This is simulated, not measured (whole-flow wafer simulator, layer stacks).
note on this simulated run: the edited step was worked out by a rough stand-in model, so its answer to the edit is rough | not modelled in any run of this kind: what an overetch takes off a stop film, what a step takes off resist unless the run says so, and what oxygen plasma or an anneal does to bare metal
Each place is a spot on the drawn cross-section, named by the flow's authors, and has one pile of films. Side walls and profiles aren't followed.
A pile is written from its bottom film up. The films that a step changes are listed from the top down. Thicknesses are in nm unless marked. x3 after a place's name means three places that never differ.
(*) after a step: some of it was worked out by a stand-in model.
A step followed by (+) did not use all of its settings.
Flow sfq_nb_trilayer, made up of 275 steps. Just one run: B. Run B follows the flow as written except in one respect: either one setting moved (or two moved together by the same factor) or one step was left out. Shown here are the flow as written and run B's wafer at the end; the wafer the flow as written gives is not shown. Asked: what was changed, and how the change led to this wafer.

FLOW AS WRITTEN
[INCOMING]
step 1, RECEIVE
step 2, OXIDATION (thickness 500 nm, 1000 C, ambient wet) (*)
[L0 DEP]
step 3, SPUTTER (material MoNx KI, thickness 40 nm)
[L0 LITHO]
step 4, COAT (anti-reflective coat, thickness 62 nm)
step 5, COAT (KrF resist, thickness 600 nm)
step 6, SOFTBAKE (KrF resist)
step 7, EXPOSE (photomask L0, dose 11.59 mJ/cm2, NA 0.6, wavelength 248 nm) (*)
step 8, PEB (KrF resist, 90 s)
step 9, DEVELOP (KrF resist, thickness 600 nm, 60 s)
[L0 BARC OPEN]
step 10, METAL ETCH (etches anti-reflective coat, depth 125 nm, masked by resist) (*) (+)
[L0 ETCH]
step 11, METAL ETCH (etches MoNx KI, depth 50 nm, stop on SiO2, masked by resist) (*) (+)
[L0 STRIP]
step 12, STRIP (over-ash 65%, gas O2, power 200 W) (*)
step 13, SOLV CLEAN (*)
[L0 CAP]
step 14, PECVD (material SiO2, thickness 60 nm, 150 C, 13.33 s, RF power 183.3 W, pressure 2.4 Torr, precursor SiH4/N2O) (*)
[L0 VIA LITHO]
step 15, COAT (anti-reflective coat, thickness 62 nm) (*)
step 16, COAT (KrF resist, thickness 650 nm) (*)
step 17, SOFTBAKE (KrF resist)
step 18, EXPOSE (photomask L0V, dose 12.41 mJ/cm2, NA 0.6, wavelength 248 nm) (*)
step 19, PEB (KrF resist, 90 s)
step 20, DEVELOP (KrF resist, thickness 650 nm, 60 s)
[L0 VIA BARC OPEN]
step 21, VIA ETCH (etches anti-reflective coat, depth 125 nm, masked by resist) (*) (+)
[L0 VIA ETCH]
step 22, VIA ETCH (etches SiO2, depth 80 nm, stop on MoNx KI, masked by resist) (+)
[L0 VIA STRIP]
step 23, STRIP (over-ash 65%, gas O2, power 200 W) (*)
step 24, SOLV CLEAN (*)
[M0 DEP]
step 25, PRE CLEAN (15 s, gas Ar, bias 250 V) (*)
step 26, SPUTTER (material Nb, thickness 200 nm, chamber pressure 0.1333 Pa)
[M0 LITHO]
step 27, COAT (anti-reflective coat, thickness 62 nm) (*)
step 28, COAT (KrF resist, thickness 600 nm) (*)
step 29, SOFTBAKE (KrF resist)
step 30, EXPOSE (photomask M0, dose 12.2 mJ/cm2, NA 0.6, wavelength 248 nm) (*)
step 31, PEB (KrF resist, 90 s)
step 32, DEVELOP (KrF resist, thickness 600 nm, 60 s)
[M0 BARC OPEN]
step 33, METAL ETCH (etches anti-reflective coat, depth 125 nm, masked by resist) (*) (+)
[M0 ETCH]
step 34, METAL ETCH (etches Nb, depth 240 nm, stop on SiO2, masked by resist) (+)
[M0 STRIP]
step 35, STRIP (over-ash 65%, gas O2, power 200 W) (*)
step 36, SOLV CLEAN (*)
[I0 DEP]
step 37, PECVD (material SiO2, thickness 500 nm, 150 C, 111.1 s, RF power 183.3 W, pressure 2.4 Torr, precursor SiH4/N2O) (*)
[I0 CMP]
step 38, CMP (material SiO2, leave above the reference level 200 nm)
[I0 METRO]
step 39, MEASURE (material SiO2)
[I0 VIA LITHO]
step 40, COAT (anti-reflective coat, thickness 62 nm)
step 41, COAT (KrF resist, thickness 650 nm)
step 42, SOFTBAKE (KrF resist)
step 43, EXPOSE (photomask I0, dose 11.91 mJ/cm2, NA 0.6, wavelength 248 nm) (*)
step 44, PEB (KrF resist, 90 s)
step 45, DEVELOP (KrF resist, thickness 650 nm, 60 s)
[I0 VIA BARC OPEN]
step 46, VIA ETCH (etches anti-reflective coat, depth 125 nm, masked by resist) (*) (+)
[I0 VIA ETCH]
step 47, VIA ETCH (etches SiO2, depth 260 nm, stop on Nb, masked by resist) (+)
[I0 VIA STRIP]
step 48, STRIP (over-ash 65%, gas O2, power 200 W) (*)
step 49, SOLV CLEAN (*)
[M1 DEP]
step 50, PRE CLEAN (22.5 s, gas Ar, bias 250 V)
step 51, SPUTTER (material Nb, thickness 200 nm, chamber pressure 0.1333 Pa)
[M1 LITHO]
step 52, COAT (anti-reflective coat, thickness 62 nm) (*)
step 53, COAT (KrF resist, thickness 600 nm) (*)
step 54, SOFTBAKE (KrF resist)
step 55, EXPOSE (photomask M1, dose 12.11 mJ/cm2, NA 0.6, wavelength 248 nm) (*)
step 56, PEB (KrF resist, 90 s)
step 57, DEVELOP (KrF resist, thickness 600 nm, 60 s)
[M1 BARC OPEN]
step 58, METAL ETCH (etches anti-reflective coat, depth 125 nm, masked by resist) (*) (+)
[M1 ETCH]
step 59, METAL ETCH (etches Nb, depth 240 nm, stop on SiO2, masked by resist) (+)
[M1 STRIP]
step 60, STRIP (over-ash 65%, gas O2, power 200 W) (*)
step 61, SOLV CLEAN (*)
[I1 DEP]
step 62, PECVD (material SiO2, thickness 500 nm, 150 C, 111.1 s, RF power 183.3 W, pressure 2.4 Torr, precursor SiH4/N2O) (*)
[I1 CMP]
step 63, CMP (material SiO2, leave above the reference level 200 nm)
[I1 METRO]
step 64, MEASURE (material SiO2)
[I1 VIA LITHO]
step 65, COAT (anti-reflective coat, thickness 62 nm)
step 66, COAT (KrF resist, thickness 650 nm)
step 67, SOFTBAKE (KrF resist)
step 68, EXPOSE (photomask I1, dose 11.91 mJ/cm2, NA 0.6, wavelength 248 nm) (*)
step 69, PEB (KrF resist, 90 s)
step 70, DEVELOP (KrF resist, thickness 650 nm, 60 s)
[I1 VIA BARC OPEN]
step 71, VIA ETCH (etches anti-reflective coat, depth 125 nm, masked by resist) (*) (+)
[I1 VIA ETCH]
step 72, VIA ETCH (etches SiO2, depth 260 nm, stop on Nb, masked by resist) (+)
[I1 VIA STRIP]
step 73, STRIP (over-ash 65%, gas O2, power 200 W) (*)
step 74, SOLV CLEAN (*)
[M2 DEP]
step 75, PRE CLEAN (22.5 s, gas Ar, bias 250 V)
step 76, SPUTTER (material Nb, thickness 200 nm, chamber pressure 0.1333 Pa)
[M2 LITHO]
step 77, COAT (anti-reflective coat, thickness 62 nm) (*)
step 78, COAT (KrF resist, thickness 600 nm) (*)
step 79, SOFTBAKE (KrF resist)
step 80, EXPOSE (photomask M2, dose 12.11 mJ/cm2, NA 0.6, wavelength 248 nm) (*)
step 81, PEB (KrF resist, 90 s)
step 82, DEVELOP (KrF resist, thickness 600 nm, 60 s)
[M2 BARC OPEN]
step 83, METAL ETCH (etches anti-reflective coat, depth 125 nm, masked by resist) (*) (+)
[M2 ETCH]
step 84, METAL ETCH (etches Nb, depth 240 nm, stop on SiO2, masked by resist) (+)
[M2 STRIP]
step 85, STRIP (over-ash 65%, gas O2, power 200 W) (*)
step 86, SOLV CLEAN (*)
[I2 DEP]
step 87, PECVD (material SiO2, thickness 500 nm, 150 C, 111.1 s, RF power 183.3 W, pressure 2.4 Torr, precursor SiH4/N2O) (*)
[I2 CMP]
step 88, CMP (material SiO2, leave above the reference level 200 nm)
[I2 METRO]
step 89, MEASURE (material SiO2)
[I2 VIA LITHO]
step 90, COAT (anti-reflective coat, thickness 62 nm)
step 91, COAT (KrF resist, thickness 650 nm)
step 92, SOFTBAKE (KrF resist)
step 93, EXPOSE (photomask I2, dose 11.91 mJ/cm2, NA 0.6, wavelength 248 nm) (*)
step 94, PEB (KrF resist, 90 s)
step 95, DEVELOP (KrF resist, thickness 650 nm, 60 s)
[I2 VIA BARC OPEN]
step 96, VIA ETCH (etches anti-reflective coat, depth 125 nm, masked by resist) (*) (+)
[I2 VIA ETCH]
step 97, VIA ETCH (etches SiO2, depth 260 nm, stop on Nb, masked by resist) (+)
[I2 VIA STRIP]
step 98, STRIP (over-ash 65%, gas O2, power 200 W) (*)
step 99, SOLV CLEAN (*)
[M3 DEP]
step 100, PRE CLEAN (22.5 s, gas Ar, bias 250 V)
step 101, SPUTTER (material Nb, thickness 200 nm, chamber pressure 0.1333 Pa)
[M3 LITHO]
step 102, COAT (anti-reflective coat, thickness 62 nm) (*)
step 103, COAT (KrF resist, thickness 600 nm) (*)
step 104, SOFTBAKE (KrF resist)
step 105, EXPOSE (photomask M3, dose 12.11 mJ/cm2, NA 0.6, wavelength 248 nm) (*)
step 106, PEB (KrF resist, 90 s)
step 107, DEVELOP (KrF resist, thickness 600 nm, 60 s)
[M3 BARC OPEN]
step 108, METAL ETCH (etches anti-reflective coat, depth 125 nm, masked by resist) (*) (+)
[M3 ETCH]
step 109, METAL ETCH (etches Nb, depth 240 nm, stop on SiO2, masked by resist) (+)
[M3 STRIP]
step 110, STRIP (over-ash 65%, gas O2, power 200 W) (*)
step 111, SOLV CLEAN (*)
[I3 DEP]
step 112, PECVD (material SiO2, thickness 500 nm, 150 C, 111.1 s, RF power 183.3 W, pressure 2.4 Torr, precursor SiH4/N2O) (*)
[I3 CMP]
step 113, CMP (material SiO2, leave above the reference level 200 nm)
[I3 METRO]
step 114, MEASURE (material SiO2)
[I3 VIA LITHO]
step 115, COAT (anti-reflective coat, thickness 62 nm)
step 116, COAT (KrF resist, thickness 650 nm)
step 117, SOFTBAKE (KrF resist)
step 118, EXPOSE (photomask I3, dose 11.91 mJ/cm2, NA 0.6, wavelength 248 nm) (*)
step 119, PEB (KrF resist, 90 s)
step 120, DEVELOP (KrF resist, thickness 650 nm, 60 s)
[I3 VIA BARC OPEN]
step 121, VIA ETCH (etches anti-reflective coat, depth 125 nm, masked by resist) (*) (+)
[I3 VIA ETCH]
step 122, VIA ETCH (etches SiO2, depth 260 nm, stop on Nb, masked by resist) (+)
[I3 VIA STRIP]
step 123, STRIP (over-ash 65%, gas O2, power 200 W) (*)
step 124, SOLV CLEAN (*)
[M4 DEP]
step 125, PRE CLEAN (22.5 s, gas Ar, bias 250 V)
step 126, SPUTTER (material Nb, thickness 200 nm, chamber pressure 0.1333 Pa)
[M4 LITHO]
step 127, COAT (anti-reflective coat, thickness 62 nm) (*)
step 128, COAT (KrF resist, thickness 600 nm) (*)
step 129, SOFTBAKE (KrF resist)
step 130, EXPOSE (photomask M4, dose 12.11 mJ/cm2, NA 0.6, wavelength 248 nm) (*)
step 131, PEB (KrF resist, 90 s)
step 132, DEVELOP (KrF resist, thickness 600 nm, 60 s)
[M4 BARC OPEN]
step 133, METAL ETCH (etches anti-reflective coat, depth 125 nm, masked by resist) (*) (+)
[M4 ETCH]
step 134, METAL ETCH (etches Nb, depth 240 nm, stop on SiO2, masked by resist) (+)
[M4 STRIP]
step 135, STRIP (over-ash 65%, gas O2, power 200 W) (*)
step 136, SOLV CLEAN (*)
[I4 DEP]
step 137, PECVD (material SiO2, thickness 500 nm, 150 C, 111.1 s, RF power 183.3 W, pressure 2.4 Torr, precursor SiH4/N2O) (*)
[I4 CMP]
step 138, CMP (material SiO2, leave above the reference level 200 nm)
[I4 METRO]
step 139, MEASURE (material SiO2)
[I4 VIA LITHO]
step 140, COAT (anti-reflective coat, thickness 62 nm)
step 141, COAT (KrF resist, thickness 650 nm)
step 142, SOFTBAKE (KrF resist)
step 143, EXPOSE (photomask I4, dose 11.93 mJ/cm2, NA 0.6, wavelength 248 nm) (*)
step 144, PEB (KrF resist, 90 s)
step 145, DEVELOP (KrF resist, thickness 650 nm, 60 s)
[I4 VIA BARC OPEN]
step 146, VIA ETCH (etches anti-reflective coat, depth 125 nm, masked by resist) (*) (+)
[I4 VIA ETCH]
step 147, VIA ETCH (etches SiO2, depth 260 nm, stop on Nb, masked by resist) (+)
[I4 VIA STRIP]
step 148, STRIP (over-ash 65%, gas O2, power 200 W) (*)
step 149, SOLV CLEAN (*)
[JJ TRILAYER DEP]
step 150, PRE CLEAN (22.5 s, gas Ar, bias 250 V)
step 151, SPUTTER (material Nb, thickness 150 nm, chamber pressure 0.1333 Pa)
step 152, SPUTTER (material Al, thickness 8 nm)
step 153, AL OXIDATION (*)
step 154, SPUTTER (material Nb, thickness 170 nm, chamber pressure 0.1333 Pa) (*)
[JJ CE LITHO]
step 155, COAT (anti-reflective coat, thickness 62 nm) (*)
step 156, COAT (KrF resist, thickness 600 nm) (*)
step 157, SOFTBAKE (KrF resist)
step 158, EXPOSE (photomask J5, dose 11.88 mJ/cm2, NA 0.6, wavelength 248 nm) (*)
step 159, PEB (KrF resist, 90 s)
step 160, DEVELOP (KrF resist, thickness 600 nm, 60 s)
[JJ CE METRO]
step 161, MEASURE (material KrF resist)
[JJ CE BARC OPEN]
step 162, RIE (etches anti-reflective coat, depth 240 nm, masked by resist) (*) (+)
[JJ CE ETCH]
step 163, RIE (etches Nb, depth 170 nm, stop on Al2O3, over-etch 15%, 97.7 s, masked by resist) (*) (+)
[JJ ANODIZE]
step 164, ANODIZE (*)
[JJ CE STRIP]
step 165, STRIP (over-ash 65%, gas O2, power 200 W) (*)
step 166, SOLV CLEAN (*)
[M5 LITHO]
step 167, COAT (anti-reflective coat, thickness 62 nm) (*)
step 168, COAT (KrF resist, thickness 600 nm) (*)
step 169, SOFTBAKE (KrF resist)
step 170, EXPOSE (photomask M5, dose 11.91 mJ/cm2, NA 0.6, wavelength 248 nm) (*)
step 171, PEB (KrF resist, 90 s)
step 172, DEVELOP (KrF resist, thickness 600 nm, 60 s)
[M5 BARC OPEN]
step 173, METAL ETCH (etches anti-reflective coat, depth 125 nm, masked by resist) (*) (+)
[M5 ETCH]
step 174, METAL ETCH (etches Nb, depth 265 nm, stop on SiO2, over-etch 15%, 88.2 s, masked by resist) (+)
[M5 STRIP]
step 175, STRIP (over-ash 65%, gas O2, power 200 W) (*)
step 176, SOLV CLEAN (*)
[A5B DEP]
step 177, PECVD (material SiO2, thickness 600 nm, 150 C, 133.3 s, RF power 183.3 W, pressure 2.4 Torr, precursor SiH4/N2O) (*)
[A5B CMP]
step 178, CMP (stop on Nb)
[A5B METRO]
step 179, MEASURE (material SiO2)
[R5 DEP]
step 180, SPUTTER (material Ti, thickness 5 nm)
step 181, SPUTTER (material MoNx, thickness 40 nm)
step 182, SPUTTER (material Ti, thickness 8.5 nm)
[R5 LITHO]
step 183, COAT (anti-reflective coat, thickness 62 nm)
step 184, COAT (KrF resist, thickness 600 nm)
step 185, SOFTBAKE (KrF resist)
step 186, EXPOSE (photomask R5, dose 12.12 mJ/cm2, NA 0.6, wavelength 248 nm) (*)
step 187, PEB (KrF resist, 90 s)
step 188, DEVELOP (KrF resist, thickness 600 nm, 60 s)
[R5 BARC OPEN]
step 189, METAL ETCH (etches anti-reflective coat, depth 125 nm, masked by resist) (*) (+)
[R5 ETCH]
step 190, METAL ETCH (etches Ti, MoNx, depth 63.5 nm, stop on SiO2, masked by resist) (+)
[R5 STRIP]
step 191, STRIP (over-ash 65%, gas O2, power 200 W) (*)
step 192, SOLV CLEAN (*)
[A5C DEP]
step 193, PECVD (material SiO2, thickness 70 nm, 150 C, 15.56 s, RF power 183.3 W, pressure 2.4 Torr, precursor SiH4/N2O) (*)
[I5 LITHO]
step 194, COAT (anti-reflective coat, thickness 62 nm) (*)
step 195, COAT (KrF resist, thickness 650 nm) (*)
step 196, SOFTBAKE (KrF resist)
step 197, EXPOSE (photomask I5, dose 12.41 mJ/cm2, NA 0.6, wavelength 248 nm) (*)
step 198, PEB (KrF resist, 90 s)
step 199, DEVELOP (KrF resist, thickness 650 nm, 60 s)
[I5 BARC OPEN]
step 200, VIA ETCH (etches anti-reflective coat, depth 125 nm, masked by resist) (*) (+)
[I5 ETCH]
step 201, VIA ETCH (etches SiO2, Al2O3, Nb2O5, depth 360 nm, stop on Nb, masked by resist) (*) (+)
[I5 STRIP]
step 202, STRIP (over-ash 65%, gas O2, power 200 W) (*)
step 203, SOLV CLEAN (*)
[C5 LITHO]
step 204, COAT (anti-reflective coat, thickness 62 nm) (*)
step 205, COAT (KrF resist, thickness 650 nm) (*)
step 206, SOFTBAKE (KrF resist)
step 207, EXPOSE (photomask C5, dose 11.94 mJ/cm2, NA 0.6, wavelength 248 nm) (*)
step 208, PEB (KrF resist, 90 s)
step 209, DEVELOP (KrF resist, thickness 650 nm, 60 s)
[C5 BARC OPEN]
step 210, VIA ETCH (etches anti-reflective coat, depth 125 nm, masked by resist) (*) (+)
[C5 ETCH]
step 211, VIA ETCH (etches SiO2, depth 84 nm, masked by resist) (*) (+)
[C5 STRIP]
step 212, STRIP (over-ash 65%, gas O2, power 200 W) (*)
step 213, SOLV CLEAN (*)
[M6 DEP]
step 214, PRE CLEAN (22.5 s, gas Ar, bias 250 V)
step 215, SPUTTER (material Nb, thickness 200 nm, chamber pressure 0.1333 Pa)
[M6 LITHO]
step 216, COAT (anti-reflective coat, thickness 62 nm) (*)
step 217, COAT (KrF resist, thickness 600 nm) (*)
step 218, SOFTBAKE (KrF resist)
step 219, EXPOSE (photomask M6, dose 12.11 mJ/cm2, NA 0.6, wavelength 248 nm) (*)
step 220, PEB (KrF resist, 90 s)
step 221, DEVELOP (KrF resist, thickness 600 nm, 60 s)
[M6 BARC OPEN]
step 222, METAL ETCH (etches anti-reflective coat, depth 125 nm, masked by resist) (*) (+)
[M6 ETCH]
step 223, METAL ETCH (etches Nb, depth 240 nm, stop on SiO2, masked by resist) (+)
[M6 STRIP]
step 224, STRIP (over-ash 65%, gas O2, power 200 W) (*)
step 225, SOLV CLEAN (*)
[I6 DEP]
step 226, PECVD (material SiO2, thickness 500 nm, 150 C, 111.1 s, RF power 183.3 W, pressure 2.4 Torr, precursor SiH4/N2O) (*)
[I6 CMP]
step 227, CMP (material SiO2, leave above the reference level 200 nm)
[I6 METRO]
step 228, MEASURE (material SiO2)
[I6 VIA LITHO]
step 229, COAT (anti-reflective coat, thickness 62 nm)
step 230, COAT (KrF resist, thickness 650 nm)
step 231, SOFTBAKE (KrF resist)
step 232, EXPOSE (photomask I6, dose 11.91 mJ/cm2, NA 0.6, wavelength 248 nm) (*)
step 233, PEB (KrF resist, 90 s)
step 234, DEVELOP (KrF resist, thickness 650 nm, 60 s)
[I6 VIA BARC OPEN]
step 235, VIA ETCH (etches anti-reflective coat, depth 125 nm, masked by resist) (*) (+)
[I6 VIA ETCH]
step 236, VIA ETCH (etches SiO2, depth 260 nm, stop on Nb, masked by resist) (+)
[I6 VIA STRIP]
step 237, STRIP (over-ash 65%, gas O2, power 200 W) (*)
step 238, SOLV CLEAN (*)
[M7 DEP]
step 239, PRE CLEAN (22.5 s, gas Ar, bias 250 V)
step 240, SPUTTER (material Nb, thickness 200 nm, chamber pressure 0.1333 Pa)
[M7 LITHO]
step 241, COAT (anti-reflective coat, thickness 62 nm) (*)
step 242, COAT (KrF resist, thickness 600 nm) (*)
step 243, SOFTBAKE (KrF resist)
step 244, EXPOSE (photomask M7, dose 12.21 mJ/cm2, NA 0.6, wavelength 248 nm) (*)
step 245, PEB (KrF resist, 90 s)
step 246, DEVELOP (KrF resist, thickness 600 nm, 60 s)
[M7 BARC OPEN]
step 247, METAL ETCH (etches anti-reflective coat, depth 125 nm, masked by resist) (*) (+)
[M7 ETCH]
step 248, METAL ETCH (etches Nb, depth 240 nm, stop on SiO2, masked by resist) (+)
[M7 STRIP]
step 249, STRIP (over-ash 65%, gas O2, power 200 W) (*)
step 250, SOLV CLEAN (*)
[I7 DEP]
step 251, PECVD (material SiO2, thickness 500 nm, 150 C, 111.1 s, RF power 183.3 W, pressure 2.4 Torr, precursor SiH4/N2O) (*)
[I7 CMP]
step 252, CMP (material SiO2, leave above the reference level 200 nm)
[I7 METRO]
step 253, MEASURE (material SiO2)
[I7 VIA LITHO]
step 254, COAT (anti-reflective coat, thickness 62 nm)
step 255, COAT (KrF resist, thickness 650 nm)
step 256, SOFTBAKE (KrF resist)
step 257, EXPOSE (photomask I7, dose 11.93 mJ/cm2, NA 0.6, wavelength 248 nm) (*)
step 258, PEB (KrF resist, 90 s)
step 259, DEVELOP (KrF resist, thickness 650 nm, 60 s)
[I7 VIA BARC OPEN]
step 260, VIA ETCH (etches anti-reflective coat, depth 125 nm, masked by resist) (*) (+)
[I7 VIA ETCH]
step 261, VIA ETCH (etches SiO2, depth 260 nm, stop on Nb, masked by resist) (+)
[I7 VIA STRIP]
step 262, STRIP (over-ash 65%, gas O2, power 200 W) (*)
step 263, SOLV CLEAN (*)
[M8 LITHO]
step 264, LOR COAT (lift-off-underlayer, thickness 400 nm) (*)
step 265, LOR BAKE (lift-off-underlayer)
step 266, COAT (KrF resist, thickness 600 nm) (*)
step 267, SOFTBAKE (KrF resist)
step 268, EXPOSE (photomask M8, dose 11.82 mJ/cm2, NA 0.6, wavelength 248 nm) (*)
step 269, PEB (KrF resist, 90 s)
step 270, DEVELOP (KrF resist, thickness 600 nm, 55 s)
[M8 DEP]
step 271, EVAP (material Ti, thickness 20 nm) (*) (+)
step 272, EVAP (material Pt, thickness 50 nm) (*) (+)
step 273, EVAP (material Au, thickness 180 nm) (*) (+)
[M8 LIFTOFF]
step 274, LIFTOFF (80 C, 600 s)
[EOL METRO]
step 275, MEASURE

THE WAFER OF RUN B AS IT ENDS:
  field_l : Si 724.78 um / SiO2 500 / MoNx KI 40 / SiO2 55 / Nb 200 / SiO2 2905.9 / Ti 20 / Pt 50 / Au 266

The reason: step 273, EVAP: thickness 266 nm was run, though the flow has thickness 180 nm.
The wafer lets one read it off: field_l has Au 266, and step 273 as written asks for 180 nm.

How this came from the change, step by step:
  step 273, EVAP (material Au, thickness 180 nm) (*) (+)
      field_l, v_sur, via_wl and 103 more: +266 Au (new film) (in the flow as written it would be: +180 Au (new film))
  step 274, LIFTOFF (80 C, 600 s)
      p4_fl, p4_fm, p4_w1 and 71 more: -266 Au (all of it), -50 Pt (all of it), -20 Ti (all of it), -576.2 KrF resist (all of it), -400 lift-off-underlayer (all of it) (in the flow as written it would be: -180 Au (all of it), -50 Pt (all of it), -20 Ti (all of it), -576.2 KrF resist (all of it), -400 lift-off-underlayer (all of it))
      c5j, ce_r: -266 Au (all of it), -50 Pt (all of it), -20 Ti (all of it), -573.3 KrF resist (all of it), -399.3 lift-off-underlayer (all of it) (in the flow as written it would be: -180 Au (all of it), -50 Pt (all of it), -20 Ti (all of it), -573.3 KrF resist (all of it), -399.3 lift-off-underlayer (all of it))
      (and at 19 other places as well)
